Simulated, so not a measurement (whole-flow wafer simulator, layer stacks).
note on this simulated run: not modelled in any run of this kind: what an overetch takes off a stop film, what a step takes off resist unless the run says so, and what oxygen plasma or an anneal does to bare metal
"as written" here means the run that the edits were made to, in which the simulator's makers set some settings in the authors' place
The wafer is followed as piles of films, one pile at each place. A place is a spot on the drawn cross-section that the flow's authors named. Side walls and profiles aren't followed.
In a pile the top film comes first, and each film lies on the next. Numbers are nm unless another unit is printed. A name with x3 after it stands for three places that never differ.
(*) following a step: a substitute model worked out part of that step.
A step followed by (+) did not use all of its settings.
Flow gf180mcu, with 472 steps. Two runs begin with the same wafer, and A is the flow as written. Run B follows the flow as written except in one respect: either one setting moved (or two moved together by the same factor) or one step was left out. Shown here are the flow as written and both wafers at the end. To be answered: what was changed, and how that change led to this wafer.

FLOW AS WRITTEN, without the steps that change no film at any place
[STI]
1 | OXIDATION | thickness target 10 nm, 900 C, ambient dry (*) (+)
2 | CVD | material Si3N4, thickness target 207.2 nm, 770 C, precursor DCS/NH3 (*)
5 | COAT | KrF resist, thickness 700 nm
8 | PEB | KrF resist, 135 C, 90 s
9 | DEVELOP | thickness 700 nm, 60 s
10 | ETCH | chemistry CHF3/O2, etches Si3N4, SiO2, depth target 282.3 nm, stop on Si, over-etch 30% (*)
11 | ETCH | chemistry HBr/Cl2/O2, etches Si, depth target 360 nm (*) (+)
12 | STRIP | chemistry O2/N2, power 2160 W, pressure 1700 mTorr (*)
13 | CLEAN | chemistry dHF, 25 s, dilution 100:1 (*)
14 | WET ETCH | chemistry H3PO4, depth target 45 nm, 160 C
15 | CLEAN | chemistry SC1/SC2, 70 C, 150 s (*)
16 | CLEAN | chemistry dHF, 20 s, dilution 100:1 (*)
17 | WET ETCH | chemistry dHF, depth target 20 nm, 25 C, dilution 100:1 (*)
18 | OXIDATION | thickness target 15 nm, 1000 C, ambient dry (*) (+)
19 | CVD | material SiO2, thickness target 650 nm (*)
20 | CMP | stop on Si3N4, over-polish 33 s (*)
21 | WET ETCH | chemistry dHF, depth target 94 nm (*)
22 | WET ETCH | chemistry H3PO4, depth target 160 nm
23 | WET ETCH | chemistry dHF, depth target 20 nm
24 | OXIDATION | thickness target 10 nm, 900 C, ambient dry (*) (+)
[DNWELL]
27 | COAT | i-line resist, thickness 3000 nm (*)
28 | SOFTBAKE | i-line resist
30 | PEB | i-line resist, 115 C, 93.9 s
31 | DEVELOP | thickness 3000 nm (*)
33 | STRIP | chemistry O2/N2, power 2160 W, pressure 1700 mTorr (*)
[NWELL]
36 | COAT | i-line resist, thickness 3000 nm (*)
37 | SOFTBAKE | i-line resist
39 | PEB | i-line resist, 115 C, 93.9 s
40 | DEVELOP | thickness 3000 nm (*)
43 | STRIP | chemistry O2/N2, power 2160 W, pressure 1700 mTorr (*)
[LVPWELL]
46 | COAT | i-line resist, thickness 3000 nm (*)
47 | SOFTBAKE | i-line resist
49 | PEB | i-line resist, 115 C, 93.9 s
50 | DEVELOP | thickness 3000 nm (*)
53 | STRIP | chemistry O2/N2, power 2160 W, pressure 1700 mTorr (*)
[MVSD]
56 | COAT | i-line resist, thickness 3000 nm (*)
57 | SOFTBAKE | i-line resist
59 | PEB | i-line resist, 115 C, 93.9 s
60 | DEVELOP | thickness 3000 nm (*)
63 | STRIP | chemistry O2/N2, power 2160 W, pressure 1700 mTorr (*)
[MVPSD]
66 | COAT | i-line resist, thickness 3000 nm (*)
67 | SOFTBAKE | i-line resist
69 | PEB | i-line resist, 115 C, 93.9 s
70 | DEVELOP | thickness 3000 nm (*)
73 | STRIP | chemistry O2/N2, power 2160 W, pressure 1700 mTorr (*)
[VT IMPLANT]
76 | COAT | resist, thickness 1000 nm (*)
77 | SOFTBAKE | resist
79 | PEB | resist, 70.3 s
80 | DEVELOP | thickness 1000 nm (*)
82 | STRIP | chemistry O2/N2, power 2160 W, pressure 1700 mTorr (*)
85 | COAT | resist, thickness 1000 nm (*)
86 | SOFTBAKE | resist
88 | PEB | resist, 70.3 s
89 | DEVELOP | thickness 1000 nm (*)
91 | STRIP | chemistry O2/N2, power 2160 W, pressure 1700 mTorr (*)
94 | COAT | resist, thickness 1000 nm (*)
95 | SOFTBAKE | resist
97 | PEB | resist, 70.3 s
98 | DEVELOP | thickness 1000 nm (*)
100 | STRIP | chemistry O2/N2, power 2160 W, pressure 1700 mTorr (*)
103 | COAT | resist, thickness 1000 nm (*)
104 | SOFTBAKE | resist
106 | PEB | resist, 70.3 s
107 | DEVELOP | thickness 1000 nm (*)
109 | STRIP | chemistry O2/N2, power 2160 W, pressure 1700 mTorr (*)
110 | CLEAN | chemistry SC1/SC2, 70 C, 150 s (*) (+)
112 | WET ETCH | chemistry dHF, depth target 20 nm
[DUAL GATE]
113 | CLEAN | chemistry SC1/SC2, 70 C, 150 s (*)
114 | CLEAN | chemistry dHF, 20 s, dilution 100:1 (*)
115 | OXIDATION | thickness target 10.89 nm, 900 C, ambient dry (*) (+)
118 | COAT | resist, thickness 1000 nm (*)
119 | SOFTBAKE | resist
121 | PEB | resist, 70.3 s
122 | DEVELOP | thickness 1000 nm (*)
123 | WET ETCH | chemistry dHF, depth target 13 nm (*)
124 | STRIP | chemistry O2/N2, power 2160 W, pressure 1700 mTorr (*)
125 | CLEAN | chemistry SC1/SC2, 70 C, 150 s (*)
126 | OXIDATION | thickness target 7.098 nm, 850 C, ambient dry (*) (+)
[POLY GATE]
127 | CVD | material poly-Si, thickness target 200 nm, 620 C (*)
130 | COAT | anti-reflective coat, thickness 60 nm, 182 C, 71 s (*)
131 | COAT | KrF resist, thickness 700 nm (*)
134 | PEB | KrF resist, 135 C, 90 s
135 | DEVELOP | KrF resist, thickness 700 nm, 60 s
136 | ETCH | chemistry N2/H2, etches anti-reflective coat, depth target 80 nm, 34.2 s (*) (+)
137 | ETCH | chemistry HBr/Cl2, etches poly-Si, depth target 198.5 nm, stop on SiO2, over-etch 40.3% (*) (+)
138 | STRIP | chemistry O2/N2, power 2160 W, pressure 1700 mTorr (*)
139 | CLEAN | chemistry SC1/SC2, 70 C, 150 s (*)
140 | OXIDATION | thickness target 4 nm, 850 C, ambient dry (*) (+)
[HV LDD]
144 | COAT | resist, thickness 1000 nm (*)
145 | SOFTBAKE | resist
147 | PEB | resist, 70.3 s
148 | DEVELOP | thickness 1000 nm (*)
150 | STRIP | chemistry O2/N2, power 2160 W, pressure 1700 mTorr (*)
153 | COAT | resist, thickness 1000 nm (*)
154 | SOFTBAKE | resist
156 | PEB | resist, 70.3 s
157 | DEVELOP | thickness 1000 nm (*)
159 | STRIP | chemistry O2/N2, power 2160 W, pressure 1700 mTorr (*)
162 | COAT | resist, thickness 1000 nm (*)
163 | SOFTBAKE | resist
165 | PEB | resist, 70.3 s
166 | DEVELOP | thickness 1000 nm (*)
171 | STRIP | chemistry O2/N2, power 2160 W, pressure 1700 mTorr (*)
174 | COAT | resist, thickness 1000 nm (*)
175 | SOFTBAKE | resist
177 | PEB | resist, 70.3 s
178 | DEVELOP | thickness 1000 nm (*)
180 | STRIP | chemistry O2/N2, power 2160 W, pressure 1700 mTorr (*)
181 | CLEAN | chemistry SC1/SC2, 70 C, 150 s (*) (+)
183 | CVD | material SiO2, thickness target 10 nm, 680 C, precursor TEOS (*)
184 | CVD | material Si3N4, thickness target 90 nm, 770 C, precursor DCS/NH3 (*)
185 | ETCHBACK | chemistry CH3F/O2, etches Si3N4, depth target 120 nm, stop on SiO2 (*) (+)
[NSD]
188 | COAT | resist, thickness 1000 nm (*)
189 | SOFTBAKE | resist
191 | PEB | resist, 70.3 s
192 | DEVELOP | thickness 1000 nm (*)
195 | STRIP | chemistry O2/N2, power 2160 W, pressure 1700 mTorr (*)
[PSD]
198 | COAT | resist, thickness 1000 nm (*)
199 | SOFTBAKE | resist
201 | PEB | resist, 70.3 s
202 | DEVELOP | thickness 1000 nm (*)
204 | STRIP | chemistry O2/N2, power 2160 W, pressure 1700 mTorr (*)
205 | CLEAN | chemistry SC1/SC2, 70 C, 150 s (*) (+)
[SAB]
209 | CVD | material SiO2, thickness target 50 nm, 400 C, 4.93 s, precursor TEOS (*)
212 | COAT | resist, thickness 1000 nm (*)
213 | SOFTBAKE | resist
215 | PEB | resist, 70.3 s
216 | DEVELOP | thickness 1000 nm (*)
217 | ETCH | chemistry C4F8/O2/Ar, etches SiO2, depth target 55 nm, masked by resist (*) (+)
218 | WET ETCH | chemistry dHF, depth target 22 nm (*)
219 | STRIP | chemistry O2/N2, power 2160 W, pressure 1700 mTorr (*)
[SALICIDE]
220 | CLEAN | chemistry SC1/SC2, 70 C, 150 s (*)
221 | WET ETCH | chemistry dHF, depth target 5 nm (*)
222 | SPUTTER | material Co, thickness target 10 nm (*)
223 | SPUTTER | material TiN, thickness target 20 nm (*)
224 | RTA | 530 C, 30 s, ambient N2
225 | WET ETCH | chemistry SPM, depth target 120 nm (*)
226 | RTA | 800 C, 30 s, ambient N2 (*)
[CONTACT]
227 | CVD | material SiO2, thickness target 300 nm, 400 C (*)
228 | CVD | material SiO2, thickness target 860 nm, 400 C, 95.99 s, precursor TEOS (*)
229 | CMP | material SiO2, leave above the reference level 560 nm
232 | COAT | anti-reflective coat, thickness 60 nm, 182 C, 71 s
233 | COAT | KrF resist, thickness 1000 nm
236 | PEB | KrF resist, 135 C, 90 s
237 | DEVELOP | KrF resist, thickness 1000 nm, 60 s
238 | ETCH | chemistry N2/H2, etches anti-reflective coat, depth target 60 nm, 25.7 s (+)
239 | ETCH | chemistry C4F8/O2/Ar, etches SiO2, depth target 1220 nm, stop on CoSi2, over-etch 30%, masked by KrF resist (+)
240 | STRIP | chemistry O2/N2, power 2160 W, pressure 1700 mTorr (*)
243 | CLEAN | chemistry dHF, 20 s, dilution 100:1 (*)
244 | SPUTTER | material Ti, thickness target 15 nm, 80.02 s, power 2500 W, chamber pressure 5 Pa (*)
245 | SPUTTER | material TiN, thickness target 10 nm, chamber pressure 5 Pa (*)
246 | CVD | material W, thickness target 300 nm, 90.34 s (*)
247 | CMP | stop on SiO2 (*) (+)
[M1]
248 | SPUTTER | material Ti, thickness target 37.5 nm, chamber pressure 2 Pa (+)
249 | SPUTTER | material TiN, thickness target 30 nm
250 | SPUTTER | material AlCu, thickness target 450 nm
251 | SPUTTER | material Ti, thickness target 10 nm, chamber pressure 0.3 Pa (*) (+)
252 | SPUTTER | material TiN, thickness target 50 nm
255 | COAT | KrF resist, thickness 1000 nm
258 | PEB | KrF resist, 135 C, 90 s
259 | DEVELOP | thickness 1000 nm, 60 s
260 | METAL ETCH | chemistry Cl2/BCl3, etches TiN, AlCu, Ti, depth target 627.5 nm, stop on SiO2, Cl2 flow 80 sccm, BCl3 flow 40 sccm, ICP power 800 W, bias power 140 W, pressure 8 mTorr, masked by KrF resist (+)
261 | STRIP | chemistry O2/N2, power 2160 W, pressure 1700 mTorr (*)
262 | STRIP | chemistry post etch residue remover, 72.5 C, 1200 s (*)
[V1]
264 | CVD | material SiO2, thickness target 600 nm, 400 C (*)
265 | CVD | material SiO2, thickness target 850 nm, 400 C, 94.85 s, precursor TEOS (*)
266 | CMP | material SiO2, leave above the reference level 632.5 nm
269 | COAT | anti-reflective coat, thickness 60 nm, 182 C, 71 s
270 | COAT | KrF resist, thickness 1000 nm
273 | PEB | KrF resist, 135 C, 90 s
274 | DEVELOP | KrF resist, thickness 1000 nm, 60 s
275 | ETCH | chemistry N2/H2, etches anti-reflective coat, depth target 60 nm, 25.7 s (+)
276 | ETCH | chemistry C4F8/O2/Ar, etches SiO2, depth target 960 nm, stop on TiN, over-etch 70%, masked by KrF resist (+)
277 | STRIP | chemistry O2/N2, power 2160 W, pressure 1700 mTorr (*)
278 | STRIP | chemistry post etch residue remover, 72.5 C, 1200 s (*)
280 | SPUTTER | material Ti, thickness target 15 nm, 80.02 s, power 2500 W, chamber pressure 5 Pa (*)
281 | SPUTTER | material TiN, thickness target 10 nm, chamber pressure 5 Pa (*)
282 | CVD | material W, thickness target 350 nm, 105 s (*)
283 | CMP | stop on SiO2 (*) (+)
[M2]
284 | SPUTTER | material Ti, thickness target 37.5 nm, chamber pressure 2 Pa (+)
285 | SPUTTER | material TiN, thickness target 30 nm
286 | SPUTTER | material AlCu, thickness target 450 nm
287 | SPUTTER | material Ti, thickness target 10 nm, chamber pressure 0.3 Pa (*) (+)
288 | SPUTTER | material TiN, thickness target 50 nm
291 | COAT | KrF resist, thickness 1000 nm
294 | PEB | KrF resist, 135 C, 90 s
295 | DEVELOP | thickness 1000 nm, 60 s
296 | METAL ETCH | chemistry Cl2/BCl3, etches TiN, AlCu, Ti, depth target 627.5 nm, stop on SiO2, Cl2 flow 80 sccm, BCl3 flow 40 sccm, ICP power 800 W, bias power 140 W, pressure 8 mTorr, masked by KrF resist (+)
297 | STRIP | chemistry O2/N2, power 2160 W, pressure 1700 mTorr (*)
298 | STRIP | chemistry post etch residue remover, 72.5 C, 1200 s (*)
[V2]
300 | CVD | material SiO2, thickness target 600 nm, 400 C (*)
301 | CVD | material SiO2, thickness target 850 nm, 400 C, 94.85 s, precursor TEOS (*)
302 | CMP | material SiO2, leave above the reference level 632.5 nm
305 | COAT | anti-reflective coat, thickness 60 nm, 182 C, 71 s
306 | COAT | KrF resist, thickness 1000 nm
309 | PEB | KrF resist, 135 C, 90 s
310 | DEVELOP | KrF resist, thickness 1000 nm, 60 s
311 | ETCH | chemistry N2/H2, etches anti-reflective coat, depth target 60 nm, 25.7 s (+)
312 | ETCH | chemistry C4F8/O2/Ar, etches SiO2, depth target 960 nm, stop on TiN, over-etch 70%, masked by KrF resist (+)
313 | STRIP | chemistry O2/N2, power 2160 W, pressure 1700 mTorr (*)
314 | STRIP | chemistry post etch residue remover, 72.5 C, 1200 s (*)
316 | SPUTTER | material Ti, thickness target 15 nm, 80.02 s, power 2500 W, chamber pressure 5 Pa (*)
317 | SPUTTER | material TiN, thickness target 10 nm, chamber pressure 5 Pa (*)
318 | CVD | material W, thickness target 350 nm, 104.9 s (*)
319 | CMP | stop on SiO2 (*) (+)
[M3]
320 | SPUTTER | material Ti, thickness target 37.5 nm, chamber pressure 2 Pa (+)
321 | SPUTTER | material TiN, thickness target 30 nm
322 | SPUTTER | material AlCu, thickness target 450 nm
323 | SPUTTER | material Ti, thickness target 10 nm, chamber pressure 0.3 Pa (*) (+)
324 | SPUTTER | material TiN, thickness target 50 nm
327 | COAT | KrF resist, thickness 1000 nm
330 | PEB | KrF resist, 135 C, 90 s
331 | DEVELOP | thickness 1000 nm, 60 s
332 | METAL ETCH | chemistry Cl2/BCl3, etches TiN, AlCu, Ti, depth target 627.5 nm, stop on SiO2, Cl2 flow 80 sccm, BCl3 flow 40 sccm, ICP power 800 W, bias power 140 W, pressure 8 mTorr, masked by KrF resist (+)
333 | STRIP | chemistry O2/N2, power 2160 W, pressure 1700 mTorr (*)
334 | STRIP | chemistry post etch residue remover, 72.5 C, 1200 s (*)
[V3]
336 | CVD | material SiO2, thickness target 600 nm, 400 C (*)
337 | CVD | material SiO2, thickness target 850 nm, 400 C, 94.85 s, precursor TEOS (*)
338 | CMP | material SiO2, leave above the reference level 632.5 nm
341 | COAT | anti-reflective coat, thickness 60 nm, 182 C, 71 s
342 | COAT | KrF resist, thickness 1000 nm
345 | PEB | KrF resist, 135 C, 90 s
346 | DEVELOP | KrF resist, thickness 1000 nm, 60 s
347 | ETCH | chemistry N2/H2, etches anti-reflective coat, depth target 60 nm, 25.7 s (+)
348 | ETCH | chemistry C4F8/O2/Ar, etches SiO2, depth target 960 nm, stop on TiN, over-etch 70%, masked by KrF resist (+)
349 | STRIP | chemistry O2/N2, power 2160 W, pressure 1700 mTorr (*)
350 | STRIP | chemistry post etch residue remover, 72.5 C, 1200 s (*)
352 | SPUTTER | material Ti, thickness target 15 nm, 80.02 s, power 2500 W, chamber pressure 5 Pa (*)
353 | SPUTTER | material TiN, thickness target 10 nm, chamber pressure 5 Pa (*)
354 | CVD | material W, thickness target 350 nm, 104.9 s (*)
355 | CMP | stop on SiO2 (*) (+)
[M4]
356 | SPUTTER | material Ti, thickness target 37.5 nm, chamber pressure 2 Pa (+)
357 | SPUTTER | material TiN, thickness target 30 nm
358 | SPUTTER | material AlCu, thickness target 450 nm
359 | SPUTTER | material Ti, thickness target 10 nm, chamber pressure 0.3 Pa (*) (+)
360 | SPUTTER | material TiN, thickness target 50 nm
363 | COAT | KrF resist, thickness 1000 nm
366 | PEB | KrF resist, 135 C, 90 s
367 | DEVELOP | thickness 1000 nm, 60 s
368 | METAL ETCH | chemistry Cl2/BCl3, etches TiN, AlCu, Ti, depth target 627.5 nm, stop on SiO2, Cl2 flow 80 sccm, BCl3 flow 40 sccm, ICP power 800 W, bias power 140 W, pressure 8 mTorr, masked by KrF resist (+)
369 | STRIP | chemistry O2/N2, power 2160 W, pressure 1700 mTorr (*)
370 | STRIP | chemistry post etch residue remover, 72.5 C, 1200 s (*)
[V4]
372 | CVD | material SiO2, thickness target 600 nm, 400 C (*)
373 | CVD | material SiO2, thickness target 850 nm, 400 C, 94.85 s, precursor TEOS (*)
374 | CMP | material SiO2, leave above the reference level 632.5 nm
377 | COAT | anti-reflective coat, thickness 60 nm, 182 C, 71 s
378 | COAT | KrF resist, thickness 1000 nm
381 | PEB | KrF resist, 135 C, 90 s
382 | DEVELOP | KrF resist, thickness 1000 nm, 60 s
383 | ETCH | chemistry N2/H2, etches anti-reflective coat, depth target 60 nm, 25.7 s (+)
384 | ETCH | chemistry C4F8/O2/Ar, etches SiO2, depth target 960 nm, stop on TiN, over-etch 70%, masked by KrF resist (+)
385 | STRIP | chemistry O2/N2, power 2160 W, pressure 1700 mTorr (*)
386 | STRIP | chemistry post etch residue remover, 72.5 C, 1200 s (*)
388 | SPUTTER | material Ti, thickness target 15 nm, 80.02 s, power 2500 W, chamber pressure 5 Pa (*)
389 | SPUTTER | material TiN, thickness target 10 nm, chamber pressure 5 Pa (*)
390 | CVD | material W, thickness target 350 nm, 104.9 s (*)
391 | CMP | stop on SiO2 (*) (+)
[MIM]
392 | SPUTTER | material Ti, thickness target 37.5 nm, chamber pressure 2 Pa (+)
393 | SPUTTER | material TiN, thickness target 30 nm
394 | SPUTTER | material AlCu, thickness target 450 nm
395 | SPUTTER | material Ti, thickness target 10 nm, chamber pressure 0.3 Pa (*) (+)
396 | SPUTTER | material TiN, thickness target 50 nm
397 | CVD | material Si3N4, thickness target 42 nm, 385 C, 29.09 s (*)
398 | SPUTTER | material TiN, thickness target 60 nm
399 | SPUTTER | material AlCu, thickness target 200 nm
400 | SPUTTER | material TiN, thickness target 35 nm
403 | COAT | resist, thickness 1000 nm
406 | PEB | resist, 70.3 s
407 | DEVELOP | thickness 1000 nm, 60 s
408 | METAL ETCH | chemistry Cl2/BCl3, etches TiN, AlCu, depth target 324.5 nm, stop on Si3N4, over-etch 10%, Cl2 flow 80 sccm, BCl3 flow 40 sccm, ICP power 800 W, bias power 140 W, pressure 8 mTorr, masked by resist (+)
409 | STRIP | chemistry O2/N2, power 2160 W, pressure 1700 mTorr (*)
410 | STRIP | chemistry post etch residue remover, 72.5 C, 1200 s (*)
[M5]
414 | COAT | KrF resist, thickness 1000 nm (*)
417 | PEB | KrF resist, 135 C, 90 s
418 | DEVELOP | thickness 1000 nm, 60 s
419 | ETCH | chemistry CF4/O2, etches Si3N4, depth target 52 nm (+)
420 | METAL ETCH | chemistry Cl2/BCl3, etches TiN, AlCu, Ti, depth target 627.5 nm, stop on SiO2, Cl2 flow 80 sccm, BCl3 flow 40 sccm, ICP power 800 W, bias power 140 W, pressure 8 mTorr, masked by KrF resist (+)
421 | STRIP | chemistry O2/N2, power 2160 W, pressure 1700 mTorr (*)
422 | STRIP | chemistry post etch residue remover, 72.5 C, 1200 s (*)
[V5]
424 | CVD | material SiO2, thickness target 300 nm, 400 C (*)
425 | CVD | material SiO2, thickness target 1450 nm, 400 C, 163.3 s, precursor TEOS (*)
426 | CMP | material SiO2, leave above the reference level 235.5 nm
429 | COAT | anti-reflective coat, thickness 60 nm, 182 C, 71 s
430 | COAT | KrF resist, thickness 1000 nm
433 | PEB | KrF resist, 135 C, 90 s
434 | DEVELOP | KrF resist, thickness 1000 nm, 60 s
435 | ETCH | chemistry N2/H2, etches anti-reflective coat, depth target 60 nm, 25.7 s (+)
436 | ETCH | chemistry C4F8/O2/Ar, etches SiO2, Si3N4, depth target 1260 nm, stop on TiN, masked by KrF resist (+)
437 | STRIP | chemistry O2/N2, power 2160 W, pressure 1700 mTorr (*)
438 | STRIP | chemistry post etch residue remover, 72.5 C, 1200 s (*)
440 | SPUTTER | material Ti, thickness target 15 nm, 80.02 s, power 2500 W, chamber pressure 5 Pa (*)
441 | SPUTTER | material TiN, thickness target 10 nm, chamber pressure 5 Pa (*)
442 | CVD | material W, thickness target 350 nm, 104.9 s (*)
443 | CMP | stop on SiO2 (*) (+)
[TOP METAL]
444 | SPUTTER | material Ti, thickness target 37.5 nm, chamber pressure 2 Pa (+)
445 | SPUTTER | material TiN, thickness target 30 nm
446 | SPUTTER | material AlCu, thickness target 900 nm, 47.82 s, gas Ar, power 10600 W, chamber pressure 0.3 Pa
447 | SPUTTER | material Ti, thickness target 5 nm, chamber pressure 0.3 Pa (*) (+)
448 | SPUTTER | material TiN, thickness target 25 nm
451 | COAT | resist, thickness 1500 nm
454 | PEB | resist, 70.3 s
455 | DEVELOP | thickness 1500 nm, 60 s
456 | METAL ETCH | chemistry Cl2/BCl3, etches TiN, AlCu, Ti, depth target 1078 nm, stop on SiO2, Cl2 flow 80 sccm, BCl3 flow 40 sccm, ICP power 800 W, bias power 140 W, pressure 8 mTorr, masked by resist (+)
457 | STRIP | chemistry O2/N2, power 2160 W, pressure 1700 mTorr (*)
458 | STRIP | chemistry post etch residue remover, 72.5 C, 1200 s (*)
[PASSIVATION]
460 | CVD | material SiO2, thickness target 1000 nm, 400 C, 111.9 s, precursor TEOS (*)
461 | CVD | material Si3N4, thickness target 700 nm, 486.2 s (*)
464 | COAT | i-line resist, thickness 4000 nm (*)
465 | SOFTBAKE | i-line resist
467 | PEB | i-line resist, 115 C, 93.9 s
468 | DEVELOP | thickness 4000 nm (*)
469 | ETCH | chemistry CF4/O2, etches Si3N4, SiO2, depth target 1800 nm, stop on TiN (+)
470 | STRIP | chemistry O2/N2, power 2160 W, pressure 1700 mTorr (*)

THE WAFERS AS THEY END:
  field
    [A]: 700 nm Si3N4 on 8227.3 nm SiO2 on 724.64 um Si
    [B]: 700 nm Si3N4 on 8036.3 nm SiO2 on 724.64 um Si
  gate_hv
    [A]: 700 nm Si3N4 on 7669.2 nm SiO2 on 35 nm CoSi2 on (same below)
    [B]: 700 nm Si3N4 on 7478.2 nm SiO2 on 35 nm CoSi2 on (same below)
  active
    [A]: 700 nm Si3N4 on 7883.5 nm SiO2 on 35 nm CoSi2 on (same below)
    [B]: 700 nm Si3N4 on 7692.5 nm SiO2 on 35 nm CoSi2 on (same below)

What caused this: step 250, SPUTTER: thickness target 259 nm was run, though the flow has thickness target 450 nm.

The path from the change to this, step by step:
  250 | SPUTTER | material AlCu, thickness target 450 nm
      field, field__w1, field__w2 and 108 more: A +450 AlCu (new film) | B +259 AlCu (new film)
  260 | METAL ETCH | chemistry Cl2/BCl3, etches TiN, AlCu, Ti, depth target 627.5 nm, stop on SiO2, Cl2 flow 80 sccm, BCl3 flow 40 sccm, ICP power 800 W, bias power 140 W, pressure 8 mTorr, masked by KrF resist (+)
      field, field__w1, field__w2 and 99 more: A -50 TiN (all of it), -10 Ti (all of it), -450 AlCu (all of it), -30 TiN (all of it), -37.5 Ti (all of it) | B -50 TiN (all of it), -10 Ti (all of it), -259 AlCu (all of it), -30 TiN (all of it), -37.5 Ti (all of it)
      field__w8, contact, m1 and 6 more: A -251 KrF resist | B -231.9 KrF resist
  261 | STRIP | chemistry O2/N2, power 2160 W, pressure 1700 mTorr (*)
      field__w8, contact, m1 and 6 more: A -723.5 KrF resist (all of it) | B -742.6 KrF resist (all of it)
  266 | CMP | material SiO2, leave above the reference level 632.5 nm
      field, field__w1, field__w2 and 99 more: A -300 SiO2 | B -491 SiO2
